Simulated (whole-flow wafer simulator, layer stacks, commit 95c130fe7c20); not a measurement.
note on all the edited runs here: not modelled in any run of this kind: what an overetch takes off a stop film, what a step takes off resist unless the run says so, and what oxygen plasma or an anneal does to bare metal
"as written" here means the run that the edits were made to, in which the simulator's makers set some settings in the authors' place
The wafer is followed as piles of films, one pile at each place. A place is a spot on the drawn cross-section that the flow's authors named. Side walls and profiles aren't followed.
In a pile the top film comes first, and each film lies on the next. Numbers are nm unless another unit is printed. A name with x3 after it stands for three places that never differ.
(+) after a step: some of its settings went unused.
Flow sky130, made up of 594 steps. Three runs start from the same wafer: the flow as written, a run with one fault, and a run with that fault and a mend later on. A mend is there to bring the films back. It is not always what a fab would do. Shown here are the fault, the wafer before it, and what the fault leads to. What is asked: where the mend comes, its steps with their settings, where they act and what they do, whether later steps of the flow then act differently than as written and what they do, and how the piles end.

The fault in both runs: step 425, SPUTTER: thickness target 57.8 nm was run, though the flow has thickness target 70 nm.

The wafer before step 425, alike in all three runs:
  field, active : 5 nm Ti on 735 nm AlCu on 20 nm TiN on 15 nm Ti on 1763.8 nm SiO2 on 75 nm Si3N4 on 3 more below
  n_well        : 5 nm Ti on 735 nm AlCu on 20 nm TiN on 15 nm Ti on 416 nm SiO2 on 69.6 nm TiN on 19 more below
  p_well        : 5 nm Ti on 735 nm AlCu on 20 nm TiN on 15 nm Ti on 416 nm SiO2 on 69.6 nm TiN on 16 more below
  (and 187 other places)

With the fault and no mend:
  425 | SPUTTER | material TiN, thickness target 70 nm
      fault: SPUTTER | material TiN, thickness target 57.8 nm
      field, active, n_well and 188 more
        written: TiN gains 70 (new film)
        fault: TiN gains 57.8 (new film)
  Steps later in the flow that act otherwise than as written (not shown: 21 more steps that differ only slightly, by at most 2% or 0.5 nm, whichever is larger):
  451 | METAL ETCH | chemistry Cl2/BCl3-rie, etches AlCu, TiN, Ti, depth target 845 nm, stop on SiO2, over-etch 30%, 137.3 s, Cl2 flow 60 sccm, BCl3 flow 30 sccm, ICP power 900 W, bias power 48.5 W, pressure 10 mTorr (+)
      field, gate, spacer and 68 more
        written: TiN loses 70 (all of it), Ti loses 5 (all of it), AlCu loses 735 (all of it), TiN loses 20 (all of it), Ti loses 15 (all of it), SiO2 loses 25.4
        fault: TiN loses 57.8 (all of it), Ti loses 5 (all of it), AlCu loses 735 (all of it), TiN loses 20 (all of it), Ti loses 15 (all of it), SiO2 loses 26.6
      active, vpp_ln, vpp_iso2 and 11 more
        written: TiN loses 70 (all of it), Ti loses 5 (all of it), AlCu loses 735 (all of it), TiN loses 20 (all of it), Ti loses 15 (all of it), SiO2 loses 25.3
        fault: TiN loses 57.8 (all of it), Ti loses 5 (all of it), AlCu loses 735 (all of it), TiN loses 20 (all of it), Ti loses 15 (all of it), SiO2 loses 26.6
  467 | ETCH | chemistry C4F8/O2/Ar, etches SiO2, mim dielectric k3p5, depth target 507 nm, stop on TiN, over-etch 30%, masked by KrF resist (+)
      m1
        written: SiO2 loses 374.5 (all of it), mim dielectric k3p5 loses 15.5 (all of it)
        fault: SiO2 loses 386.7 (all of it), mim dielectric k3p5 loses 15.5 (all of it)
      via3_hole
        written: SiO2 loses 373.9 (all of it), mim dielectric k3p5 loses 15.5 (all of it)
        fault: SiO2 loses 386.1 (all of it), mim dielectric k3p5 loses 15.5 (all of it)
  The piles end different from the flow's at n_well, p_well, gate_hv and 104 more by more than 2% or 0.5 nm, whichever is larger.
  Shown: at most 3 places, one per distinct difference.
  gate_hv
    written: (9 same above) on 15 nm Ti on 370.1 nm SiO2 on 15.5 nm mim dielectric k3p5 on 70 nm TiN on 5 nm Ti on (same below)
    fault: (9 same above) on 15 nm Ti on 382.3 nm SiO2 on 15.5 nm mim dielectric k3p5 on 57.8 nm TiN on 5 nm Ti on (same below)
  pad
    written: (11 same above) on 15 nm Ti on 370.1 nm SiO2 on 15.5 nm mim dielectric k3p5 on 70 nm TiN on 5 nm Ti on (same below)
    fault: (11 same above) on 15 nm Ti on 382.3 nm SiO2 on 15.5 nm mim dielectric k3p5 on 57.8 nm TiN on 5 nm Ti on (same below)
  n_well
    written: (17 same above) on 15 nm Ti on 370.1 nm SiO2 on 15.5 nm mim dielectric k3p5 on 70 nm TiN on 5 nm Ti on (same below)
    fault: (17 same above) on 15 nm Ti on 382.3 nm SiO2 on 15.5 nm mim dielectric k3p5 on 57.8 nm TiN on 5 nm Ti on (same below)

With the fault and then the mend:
  The mend stands after step 425.
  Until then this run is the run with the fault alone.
  425a | SPUTTER | material TiN, thickness target 12.2 nm (the flow's step 425, run once more with other settings)
      field, active, n_well and 188 more
        TiN gains 12.2
  None of the later steps of the flow acts differently than as written at any place that is followed.
  At every place that both follow, the piles at the end match the flow's.
